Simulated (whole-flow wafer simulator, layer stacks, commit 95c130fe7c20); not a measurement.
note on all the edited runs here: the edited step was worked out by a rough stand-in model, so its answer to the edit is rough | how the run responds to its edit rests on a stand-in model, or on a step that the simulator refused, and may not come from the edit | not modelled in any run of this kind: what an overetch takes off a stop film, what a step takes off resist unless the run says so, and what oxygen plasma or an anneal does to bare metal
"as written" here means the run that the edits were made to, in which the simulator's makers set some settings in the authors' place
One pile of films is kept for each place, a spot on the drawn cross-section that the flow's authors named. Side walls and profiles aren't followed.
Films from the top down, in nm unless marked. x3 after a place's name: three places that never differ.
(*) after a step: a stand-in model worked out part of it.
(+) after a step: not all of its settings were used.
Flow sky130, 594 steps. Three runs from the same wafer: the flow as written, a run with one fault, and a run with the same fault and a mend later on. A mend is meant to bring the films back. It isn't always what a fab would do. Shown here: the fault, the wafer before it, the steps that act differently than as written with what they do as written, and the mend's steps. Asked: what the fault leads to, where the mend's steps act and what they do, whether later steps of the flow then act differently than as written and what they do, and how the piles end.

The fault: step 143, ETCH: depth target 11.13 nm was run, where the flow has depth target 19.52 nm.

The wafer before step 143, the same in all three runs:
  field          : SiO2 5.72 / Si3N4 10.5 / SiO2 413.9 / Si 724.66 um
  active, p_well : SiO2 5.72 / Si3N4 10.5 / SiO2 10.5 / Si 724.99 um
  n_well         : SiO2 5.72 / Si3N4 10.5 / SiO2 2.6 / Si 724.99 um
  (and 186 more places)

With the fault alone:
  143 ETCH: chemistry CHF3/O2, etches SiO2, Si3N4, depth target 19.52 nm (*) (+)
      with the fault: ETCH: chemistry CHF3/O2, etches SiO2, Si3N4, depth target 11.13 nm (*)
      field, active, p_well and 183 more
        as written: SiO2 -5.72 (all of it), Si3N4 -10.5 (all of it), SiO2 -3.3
        with the fault: SiO2 -5.72 (all of it), Si3N4 -5.41
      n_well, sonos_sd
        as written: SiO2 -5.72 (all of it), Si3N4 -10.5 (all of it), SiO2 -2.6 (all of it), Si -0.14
        with the fault: SiO2 -5.72 (all of it), Si3N4 -5.41
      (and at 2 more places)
  Later steps of the flow that act differently than as written (50 more steps differ only slightly, by at most 2% or 0.5 nm, whichever is larger, and aren't shown):
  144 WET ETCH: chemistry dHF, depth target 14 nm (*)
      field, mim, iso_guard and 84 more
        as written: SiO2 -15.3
        with the fault: Si3N4 -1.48
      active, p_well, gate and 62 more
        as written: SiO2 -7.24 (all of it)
        with the fault: Si3N4 -1.48
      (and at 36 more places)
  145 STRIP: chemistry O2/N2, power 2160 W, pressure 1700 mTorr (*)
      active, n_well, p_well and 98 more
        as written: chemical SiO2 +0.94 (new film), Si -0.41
        with the fault: nothing
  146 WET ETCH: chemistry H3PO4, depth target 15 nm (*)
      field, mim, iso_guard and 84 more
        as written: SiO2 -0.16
        with the fault: Si3N4 -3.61 (all of it), SiO2 -0.12
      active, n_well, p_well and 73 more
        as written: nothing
        with the fault: Si3N4 -3.61 (all of it), SiO2 -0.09
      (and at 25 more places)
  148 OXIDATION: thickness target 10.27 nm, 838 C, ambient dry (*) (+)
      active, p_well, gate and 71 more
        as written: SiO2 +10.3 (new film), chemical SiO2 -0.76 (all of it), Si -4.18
        with the fault: SiO2 +6.52, Si -2.87
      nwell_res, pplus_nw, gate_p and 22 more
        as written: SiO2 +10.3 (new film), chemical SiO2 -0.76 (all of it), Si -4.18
        with the fault: SiO2 +6.54, Si -2.88
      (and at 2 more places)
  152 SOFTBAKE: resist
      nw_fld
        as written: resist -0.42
        with the fault: resist +1.42
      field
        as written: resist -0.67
        with the fault: resist -0.04
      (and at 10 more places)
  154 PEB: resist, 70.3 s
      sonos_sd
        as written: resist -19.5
        with the fault: resist -20.1
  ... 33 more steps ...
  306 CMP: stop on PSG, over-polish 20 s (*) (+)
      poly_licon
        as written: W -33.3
        with the fault: W -50
  At the end the piles differ from the flow's by more than 2% or 0.5 nm, whichever is larger, at field, gate_hv, m1 and 127 more.
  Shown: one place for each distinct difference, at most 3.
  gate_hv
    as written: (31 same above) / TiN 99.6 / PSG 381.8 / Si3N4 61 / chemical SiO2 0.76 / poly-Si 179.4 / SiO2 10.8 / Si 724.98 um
    with the fault: (31 same above) / TiN 99.6 / PSG 375.5 / Si3N4 61 / chemical SiO2 0.76 / poly-Si 179.4 / SiO2 17.1 / Si 724.99 um
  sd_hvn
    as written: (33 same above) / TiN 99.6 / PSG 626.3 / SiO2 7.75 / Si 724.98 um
    with the fault: (33 same above) / TiN 99.6 / PSG 620.1 / SiO2 13.9 / Si 724.98 um
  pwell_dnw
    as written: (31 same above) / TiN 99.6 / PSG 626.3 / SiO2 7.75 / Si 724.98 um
    with the fault: (31 same above) / TiN 99.6 / PSG 620.1 / SiO2 13.9 / Si 724.98 um

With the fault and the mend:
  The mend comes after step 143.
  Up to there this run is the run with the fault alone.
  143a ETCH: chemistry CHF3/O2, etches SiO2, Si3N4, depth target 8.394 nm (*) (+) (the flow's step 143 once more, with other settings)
      field, active, p_well and 183 more
        Si3N4 -5.09 (all of it), SiO2 -3.3
      n_well, sonos_sd
        Si3N4 -5.09 (all of it), SiO2 -2.6 (all of it), Si -0.14
      sonos_cell, sonos_cell_x
        resist -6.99
  No later step of the flow acts differently than as written, at any place that is followed, by more than 2% or 0.5 nm, whichever is larger.
  At the end the piles are the same as the flow's at every place that both follow.
